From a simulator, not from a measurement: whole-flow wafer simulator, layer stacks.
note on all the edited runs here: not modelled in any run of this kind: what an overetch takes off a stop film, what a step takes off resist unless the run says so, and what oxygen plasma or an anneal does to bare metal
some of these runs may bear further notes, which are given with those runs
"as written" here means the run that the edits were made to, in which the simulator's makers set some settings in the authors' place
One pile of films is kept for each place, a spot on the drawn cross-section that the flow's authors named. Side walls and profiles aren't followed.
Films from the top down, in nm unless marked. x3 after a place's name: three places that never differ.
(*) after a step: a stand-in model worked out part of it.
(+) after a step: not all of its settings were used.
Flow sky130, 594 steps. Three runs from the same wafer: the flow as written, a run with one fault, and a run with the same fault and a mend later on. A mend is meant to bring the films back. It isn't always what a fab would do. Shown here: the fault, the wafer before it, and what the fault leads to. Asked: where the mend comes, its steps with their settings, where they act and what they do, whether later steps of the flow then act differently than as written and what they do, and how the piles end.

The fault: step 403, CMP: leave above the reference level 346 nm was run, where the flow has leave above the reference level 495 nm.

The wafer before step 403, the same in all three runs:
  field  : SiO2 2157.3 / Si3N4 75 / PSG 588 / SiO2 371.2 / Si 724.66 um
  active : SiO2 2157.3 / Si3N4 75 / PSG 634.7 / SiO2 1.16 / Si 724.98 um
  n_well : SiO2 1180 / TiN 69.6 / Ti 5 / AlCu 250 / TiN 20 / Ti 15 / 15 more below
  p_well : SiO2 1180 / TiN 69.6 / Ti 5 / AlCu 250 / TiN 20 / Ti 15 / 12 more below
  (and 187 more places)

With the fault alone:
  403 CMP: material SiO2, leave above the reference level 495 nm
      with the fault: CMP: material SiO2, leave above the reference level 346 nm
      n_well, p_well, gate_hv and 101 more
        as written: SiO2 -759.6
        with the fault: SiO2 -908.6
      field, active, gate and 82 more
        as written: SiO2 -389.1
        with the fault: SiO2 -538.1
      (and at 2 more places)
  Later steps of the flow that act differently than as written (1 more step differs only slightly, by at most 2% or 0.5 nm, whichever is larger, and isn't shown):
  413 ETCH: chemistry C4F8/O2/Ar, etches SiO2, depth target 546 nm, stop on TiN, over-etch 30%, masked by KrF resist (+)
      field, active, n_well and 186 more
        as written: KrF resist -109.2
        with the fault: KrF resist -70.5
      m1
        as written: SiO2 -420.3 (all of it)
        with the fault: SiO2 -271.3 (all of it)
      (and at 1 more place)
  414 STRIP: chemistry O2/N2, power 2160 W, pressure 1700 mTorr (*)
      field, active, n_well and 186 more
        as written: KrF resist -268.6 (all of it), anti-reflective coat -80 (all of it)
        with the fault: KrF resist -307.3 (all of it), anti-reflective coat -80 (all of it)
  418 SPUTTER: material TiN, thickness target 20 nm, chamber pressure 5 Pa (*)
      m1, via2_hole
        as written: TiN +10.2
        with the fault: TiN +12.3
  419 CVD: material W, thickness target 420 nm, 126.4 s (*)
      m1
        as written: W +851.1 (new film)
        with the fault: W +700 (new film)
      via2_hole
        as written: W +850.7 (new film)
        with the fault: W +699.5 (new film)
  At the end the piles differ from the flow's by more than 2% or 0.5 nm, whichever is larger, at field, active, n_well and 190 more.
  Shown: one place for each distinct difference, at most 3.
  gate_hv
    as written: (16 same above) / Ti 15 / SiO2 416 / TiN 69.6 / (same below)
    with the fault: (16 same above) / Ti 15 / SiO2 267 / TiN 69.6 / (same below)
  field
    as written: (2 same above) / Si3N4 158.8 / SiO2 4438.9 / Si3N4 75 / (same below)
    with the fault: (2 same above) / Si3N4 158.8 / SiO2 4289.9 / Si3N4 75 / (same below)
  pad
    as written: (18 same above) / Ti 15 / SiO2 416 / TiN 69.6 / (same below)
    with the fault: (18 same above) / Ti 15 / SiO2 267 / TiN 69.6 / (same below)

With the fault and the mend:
  The mend comes after step 403.
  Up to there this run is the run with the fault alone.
  403a HDPCVD: thickness target 149 nm (*) (the flow's step 402 once more, with other settings)
      field, active, n_well and 188 more
        SiO2 +149
  No later step of the flow acts differently than as written, at any place that is followed, by more than 2% or 0.5 nm, whichever is larger.
  At the end the piles are the same as the flow's at every place that both follow.
